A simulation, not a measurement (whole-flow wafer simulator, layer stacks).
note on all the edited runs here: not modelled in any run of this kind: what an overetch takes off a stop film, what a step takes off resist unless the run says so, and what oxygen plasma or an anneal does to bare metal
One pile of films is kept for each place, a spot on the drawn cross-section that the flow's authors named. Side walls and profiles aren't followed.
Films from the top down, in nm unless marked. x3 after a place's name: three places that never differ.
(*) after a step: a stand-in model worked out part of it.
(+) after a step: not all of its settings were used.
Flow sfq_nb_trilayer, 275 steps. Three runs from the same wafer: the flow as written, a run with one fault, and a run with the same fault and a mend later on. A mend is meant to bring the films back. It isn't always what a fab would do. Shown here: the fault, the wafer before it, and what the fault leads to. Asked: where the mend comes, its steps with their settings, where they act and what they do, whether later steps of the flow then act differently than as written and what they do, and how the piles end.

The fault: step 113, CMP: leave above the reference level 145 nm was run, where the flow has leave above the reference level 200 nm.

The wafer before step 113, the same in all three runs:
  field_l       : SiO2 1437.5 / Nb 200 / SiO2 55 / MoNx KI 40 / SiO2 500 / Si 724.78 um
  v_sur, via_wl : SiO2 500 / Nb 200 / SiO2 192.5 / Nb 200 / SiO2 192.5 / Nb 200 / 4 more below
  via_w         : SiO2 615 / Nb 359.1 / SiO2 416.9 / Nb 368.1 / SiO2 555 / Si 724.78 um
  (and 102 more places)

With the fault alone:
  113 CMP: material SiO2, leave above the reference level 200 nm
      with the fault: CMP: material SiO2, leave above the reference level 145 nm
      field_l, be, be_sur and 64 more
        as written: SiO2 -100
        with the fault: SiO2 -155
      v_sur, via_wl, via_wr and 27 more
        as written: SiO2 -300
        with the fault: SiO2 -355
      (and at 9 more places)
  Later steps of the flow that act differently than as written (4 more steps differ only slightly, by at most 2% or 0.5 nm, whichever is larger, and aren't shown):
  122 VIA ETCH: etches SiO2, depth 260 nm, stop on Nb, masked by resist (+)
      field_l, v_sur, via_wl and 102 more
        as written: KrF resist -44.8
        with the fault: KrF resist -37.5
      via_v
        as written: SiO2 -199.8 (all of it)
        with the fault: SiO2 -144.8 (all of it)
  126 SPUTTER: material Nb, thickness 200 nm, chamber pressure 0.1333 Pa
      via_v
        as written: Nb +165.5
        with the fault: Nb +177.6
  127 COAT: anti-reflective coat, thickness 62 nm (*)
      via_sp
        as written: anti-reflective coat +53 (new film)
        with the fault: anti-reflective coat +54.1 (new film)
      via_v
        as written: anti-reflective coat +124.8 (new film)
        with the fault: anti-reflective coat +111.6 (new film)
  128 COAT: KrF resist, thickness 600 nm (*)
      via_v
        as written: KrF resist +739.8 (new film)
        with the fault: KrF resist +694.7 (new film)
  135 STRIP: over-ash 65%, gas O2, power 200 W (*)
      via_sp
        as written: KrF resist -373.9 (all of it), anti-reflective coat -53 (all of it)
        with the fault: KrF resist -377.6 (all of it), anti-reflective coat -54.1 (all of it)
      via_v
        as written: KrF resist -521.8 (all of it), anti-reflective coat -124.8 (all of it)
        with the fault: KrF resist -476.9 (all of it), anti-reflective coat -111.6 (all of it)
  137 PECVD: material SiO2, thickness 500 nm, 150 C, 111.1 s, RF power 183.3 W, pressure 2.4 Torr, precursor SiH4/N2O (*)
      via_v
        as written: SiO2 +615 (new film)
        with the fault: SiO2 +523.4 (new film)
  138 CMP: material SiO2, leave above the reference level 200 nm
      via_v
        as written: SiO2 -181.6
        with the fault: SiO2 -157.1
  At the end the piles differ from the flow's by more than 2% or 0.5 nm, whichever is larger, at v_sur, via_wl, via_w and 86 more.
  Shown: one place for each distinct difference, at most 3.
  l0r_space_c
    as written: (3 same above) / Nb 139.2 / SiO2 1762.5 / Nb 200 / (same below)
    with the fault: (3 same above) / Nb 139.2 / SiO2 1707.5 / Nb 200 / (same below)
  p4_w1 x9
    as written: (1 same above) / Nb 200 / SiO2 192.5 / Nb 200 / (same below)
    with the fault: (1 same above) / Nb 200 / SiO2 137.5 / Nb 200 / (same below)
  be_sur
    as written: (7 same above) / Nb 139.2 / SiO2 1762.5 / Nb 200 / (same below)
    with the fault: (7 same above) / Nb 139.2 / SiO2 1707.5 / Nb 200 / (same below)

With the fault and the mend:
  The mend comes after step 120.
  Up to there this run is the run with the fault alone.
  120a STRIP: over-ash 65%, gas O2, power 200 W (*)
      field_l, v_sur, via_wl and 102 more
        KrF resist -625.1 (all of it), anti-reflective coat -62 (all of it)
      via_v
        anti-reflective coat -62 (all of it)
  120b PECVD: material SiO2, thickness 55 nm, 150 C, 12.22 s, RF power 183.3 W, pressure 2.4 Torr, precursor SiH4/N2O (the flow's step 112 once more, with other settings)
      field_l, v_sur, via_wl and 103 more
        SiO2 +55
  120c COAT: anti-reflective coat, thickness 62 nm (the flow's step 115 once more)
      field_l, v_sur, via_wl and 103 more
        anti-reflective coat +62 (new film)
  120d COAT: KrF resist, thickness 650 nm (the flow's step 116 once more)
      field_l, v_sur, via_wl and 103 more
        KrF resist +650 (new film)
  120e SOFTBAKE: KrF resist (the flow's step 117 once more)
      changes no film at any place that is followed
  120f EXPOSE: photomask I3, dose 11.91 mJ/cm2, NA 0.6, wavelength 248 nm (*) (the flow's step 118 once more)
      changes no film at any place that is followed
  120g PEB: KrF resist, 90 s (the flow's step 119 once more)
      field_l, v_sur, via_wl and 103 more
        KrF resist -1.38
  120h DEVELOP: KrF resist, thickness 650 nm, 60 s (the flow's step 120 once more)
      field_l, v_sur, via_wl and 102 more
        KrF resist -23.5
      via_v
        KrF resist -648.6 (all of it)
  No later step of the flow acts differently than as written at any place that is followed.
  At the end the piles are the same as the flow's at every place that both follow.
